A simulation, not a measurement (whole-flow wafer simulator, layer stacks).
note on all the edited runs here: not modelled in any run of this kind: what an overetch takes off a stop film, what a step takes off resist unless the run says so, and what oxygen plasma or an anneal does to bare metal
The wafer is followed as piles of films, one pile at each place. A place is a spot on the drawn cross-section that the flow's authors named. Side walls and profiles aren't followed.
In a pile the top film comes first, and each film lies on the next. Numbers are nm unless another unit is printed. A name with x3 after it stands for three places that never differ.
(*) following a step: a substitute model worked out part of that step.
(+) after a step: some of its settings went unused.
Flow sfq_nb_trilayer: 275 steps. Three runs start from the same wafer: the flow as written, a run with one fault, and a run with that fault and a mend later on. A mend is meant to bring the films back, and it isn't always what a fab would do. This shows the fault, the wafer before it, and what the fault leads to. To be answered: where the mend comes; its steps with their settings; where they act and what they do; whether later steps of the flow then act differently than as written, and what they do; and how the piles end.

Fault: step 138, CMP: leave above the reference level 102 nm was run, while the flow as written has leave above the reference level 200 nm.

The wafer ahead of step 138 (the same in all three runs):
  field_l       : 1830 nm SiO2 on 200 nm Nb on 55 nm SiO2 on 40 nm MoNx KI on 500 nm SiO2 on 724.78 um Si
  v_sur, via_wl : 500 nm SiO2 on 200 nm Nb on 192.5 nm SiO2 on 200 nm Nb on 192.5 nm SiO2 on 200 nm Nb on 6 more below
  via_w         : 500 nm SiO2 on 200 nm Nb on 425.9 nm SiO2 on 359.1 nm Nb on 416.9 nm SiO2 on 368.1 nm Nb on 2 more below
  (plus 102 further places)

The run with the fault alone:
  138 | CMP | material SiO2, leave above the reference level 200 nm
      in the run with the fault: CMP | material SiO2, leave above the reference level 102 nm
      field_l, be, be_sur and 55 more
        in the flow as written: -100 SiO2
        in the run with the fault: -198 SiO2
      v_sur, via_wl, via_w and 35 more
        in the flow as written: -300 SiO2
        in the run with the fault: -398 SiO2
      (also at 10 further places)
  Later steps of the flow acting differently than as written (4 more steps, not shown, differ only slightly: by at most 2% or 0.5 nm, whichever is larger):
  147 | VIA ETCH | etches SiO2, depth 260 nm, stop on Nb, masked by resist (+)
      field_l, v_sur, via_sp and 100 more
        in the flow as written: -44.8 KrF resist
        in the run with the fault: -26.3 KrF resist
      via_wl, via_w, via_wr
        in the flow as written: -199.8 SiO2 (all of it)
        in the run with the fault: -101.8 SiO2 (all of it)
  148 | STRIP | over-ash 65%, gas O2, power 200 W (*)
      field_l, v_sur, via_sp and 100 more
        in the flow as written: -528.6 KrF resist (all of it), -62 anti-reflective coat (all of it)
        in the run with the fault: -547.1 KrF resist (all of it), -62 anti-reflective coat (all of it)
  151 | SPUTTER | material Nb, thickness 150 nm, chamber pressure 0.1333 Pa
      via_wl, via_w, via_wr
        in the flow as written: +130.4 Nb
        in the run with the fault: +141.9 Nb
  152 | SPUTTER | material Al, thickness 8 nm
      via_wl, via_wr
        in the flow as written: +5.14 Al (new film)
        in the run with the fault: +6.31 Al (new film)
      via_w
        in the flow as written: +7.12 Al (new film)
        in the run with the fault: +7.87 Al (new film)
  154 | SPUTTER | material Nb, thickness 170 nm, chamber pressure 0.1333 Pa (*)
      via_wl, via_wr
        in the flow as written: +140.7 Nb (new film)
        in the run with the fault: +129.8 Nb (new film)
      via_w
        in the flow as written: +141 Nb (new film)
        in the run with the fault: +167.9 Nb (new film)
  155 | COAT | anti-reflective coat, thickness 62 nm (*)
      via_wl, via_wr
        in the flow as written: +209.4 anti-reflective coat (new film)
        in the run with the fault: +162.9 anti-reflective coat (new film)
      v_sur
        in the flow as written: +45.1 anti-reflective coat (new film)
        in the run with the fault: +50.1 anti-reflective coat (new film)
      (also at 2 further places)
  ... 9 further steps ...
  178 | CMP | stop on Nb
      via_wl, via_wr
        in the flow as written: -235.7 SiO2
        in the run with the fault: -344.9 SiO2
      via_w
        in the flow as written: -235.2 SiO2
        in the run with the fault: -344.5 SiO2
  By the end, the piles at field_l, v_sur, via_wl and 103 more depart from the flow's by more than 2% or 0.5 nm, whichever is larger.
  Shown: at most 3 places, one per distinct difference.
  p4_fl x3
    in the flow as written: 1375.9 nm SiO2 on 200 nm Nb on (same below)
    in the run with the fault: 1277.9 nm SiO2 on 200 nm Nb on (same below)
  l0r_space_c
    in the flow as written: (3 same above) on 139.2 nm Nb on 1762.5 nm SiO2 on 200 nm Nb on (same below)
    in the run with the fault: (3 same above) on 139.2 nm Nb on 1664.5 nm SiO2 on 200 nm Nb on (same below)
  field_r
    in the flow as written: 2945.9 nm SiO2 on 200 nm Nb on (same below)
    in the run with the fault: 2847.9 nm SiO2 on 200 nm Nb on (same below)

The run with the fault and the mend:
  The mend follows step 145.
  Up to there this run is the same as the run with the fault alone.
  145a | STRIP | over-ash 65%, gas O2, power 200 W (*)
      field_l, v_sur, via_sp and 100 more
        -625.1 KrF resist (all of it), -62 anti-reflective coat (all of it)
      via_wl, via_w, via_wr
        -62 anti-reflective coat (all of it)
  145b | PECVD | material SiO2, thickness 98 nm, 150 C, 21.78 s, RF power 183.3 W, pressure 2.4 Torr, precursor SiH4/N2O (the flow's step 137 again, with other settings)
      field_l, v_sur, via_wl and 103 more
        +98 SiO2
  145c | COAT | anti-reflective coat, thickness 62 nm (the flow's step 140 again)
      field_l, v_sur, via_wl and 103 more
        +62 anti-reflective coat (new film)
  145d | COAT | KrF resist, thickness 650 nm (the flow's step 141 again)
      field_l, v_sur, via_wl and 103 more
        +650 KrF resist (new film)
  145e | SOFTBAKE | KrF resist (the flow's step 142 again)
      alters no film at any place that is followed
  145f | EXPOSE | photomask I4, dose 11.93 mJ/cm2, NA 0.6, wavelength 248 nm (*) (the flow's step 143 again)
      alters no film at any place that is followed
  145g | PEB | KrF resist, 90 s (the flow's step 144 again)
      field_l, v_sur, via_wl and 103 more
        -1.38 KrF resist
  145h | DEVELOP | KrF resist, thickness 650 nm, 60 s (the flow's step 145 again)
      field_l, v_sur, via_sp and 100 more
        -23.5 KrF resist
      via_wl, via_w, via_wr
        -648.6 KrF resist (all of it)
  None of the later steps of the flow differs from how it acts as written, at any place that is followed, by more than 2% or 0.5 nm, whichever is larger.
  The piles end the same as the flow's at every place that both follow.
